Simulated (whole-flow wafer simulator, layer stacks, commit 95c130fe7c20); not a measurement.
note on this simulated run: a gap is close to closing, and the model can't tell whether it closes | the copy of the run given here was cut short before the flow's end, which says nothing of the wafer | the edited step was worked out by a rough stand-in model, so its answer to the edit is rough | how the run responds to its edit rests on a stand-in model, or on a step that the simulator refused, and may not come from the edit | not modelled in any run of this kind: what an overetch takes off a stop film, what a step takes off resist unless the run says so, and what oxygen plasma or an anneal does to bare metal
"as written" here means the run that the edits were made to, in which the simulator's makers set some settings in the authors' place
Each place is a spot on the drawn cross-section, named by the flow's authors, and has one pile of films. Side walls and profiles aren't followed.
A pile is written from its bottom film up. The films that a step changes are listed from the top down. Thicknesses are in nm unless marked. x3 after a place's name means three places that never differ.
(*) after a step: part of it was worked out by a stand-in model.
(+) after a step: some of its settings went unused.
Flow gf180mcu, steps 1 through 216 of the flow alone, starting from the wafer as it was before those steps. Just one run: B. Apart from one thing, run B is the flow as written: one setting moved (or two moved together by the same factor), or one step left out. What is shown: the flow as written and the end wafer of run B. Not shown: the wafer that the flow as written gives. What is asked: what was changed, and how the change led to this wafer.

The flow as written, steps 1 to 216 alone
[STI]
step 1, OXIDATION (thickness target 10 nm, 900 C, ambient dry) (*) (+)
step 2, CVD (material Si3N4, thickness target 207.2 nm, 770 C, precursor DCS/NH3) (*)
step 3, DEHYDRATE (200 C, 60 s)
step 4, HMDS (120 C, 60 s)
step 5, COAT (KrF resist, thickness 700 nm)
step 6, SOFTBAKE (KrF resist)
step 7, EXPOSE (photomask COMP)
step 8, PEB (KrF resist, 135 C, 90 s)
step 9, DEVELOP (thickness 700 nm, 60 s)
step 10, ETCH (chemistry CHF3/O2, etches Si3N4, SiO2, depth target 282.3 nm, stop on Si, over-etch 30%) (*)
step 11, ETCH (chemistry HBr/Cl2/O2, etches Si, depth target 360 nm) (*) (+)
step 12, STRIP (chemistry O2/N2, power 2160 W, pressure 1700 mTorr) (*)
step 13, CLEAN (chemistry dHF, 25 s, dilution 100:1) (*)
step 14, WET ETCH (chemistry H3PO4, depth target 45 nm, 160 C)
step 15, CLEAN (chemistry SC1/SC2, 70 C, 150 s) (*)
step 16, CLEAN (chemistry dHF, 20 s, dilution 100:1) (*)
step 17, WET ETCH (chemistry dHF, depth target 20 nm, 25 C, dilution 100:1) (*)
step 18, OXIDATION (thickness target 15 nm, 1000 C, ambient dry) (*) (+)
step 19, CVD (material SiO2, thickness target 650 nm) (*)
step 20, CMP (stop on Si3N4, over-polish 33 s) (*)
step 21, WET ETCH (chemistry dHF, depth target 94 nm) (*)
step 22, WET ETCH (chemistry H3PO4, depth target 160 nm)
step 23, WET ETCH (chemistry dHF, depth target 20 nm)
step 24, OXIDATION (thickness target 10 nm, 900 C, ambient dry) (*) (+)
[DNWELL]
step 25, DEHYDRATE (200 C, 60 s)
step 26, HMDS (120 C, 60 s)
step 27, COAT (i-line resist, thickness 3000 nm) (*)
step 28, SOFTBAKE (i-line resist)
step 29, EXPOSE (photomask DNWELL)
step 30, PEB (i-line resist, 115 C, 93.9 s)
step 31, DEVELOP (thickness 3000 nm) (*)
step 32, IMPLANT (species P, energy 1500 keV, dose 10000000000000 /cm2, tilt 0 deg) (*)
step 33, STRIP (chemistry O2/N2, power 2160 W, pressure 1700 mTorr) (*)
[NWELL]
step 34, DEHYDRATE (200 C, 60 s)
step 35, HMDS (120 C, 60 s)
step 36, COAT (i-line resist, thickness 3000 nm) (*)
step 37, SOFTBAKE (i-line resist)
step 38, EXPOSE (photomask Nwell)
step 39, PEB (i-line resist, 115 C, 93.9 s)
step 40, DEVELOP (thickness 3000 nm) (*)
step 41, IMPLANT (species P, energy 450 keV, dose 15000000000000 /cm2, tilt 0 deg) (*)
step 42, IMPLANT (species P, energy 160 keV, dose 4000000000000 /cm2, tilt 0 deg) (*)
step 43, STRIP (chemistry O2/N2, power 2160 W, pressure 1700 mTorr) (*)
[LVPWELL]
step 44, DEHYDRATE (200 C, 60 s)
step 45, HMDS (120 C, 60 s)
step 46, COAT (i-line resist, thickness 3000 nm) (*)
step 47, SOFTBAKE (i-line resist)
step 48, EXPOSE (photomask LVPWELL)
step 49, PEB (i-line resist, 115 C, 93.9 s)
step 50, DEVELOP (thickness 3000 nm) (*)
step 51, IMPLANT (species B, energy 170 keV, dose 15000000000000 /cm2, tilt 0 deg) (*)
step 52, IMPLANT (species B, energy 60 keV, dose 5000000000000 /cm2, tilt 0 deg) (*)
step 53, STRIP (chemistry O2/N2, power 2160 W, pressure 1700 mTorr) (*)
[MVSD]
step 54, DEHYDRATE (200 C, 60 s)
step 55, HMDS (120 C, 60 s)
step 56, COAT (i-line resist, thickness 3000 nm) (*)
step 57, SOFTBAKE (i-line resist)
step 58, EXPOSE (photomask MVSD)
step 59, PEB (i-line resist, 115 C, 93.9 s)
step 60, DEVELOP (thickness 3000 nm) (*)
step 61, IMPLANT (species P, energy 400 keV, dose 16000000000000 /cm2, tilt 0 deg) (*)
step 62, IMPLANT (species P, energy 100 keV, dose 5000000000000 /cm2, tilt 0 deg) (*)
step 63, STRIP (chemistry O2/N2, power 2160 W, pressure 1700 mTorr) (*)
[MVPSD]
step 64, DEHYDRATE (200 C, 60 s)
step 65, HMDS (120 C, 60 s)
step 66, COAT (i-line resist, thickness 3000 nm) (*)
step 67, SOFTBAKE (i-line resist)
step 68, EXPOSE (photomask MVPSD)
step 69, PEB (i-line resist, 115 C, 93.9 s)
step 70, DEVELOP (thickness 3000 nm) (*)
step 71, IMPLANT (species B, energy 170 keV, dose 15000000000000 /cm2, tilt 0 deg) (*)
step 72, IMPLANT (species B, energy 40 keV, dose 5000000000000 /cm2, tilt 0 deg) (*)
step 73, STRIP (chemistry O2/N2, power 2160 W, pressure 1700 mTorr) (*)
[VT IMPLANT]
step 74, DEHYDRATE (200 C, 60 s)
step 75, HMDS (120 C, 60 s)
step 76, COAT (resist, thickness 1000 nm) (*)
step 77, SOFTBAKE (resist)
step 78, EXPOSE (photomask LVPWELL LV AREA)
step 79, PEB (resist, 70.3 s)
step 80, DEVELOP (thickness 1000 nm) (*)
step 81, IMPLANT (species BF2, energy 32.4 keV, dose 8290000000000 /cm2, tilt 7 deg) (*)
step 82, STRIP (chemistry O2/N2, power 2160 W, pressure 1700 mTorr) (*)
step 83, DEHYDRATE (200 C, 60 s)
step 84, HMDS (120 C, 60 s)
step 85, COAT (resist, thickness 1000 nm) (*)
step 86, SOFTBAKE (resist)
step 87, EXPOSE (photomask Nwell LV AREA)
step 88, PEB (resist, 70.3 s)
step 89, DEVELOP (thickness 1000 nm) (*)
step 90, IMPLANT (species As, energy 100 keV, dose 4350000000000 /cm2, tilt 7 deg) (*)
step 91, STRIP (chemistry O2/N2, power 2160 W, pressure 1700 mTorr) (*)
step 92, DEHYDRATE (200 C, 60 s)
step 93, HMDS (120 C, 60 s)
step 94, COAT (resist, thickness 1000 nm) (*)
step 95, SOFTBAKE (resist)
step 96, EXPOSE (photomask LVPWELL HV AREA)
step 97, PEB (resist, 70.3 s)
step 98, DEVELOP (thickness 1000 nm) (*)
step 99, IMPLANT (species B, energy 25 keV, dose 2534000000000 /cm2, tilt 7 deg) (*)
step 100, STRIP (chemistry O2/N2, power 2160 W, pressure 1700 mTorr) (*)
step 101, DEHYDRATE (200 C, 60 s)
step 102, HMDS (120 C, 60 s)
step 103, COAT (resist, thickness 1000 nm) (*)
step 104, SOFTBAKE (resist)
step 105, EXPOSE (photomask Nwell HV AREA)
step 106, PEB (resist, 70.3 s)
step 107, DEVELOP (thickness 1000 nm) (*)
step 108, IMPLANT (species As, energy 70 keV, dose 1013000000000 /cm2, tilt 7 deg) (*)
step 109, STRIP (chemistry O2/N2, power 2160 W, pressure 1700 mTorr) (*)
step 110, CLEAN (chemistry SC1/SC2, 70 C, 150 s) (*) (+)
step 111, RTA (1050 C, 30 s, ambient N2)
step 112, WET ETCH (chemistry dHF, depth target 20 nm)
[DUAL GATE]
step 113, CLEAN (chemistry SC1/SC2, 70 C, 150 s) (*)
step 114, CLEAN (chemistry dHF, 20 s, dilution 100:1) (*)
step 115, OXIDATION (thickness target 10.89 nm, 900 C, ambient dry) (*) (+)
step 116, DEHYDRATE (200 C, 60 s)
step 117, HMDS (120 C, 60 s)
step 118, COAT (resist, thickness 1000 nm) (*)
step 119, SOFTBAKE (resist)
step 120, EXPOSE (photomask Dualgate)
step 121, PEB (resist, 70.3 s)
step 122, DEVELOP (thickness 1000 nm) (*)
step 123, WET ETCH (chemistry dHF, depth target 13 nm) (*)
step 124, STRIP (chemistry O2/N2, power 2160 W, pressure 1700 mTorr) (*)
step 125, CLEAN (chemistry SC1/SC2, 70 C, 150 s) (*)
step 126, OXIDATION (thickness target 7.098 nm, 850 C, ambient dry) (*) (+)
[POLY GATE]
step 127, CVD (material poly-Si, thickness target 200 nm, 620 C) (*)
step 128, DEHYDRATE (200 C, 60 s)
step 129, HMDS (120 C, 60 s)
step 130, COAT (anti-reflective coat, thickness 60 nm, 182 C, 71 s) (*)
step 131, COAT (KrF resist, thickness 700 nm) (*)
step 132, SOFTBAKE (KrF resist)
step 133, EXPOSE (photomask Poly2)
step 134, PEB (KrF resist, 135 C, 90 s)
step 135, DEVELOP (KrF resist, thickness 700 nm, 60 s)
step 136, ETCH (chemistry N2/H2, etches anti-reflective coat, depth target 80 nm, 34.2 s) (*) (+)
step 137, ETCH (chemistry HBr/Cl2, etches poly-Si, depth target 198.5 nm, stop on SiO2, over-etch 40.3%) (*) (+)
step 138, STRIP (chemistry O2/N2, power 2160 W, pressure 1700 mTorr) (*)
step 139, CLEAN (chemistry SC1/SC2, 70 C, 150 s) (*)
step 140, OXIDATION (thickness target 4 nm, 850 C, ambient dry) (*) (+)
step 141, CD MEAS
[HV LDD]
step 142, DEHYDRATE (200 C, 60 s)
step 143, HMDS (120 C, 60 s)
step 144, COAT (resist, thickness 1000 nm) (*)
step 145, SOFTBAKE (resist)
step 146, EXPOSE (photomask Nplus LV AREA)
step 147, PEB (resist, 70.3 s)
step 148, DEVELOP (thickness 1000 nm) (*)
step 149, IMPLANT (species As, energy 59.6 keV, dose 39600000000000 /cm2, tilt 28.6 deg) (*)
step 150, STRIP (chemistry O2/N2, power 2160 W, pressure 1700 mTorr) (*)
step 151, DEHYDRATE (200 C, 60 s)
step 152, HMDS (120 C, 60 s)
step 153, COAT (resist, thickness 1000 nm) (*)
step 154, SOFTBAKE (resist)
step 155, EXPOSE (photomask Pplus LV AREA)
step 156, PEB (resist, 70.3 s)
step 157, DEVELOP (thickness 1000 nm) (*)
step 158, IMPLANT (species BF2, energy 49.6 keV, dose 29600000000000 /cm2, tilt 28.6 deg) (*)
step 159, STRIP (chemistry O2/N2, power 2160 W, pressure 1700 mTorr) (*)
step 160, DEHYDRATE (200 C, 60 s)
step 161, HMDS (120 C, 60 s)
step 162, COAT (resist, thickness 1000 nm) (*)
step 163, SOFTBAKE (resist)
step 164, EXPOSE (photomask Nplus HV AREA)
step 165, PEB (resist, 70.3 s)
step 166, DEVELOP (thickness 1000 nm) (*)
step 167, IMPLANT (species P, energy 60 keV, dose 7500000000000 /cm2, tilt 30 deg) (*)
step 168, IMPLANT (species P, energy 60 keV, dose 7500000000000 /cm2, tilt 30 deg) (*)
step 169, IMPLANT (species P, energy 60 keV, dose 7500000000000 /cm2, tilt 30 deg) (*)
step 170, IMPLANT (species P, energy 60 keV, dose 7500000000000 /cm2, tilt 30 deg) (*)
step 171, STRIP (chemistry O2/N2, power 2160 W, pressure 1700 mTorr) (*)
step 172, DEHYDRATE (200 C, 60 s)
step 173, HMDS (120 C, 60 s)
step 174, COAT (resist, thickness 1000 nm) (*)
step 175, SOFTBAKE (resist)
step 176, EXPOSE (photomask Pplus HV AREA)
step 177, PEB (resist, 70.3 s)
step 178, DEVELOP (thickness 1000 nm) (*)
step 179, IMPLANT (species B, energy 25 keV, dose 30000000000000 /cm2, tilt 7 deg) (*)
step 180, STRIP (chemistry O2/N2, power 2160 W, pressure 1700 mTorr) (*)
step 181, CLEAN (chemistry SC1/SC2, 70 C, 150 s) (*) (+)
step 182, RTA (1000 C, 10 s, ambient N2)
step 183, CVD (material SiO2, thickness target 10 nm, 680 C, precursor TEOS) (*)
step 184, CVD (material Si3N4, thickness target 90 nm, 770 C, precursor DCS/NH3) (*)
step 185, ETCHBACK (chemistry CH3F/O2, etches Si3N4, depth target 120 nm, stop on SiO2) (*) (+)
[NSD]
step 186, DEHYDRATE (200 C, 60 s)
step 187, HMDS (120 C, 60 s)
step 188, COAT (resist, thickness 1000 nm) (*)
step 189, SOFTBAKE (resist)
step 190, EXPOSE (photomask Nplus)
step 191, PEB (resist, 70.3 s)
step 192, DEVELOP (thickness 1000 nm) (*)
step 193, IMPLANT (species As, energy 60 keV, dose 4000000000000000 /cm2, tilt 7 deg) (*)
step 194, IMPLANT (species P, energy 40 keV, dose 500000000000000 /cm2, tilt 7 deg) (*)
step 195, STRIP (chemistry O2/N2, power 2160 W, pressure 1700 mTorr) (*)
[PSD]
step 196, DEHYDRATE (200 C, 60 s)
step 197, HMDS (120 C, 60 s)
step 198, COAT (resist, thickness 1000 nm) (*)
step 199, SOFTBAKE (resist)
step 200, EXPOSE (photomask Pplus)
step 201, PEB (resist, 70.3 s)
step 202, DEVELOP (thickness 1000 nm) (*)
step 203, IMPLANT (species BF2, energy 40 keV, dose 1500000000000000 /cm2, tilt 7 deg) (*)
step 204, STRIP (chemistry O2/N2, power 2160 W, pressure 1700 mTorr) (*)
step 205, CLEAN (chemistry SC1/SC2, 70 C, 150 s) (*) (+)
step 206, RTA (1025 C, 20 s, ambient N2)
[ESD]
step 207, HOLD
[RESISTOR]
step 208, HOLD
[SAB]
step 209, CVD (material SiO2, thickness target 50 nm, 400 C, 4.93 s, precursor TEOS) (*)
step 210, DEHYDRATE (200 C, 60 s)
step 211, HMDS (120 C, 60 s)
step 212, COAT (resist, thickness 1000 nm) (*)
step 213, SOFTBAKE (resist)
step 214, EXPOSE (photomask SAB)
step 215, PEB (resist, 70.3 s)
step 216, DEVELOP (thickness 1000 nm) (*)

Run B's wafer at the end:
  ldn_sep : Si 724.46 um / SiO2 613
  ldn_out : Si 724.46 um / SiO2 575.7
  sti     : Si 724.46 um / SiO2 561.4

The reason: step 11, ETCH: depth target 536 nm was run, while the flow as written has depth target 360 nm.

How this came from the change, step by step:
  step 11, ETCH (chemistry HBr/Cl2/O2, etches Si, depth target 360 nm) (*) (+)
      active, n_well, p_well and 40 more: KrF resist loses 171 (it would be, as written: KrF resist loses 112.3)
      field, field_sub, sti and 34 more: Si loses 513 (it would be, as written: Si loses 337)
  step 12, STRIP (chemistry O2/N2, power 2160 W, pressure 1700 mTorr) (*)
      active, n_well, p_well and 40 more: KrF resist loses 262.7 (all of it) (it would be, as written: KrF resist loses 321.4 (all of it))
  step 19, CVD (material SiO2, thickness target 650 nm) (*)
      m1, ld_fp_n, ld_drift_n and 8 more: SiO2 gains 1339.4 (it would be, as written: SiO2 gains 1163.4)
  step 20, CMP (stop on Si3N4, over-polish 33 s) (*)
      sti, mim_1p0 x3, iso_nw_fld and 9 more: nothing (it would be, as written: SiO2 loses 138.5)
      nw_enc_fld, nw_enc_fld_lv: nothing (it would be, as written: SiO2 loses 142.5)
      (also at 10 further places)
  step 28, SOFTBAKE (i-line resist)
      n_well: i-line resist loses 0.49 (it would be, as written: i-line resist gains 1.18)
      gate_hv: nothing (it would be, as written: i-line resist gains 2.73)
      (also at 61 further places)
  step 37, SOFTBAKE (i-line resist)
      n_well: i-line resist loses 0.49 (it would be, as written: i-line resist gains 1.18)
      gate_hv: nothing (it would be, as written: i-line resist gains 2.73)
      (also at 61 further places)
  step 47, SOFTBAKE (i-line resist)
      n_well: i-line resist loses 0.49 (it would be, as written: i-line resist gains 1.18)
      gate_hv: nothing (it would be, as written: i-line resist gains 2.73)
      (also at 61 further places)
  step 57, SOFTBAKE (i-line resist)
      n_well: i-line resist loses 0.49 (it would be, as written: i-line resist gains 1.18)
      gate_hv: nothing (it would be, as written: i-line resist gains 2.73)
      (also at 61 further places)
  step 67, SOFTBAKE (i-line resist)
      n_well: i-line resist loses 0.49 (it would be, as written: i-line resist gains 1.18)
      gate_hv: nothing (it would be, as written: i-line resist gains 2.73)
      (also at 61 further places)
  step 76, COAT (resist, thickness 1000 nm) (*)
      p_well, spacer, sd_n: resist gains 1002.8 (new film) (it would be, as written: resist gains 1033.8 (new film))
      nplus_u: resist gains 1002.4 (new film) (it would be, as written: resist gains 1023.3 (new film))
      (also at 10 further places)
  step 77, SOFTBAKE (resist)
      field__w3, ldn_fld: nothing (it would be, as written: resist loses 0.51)
      sd_p_hv, ldp_gr: nothing (it would be, as written: resist gains 1.02)
      (also at 41 further places)
  step 80, DEVELOP (thickness 1000 nm) (*)
      p_well, spacer, sd_n: resist loses 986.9 (all of it) (it would be, as written: resist loses 1017.4 (all of it))
      nplus_u: resist loses 986.5 (all of it) (it would be, as written: resist loses 1007.3 (all of it))
      (also at 1 further place)
  step 82, STRIP (chemistry O2/N2, power 2160 W, pressure 1700 mTorr) (*)
      pplus_u: resist loses 986.6 (all of it) (it would be, as written: resist loses 1009.2 (all of it))
      iso_ntap_nw: resist loses 986.3 (all of it) (it would be, as written: resist loses 1011.9 (all of it))
      (also at 9 further places)
  step 85, COAT (resist, thickness 1000 nm) (*)
      p_well, spacer, sd_n: resist gains 1002.8 (new film) (it would be, as written: resist gains 1033.8 (new film))
      nplus_u: resist gains 1002.4 (new film) (it would be, as written: resist gains 1023.3 (new film))
      (also at 10 further places)
  step 86, SOFTBAKE (resist)
      field__w3, ldn_fld: nothing (it would be, as written: resist loses 0.51)
      sd_p_hv, ldp_gr: nothing (it would be, as written: resist gains 1.02)
      (also at 41 further places)
  step 89, DEVELOP (thickness 1000 nm) (*)
      pplus_u: resist loses 986.6 (all of it) (it would be, as written: resist loses 1009.2 (all of it))
      iso_ntap_nw: resist loses 986.3 (all of it) (it would be, as written: resist loses 1011.9 (all of it))
      (also at 1 further place)
  ... 52 other steps ...
  step 216, DEVELOP (thickness 1000 nm) (*)
      p_well, sd_n: resist loses 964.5 (all of it) (it would be, as written: resist loses 996.4 (all of it))
      field__w6: resist loses 1068.4 (all of it) (it would be, as written: resist loses 1026.2 (all of it))
      (also at 31 further places)
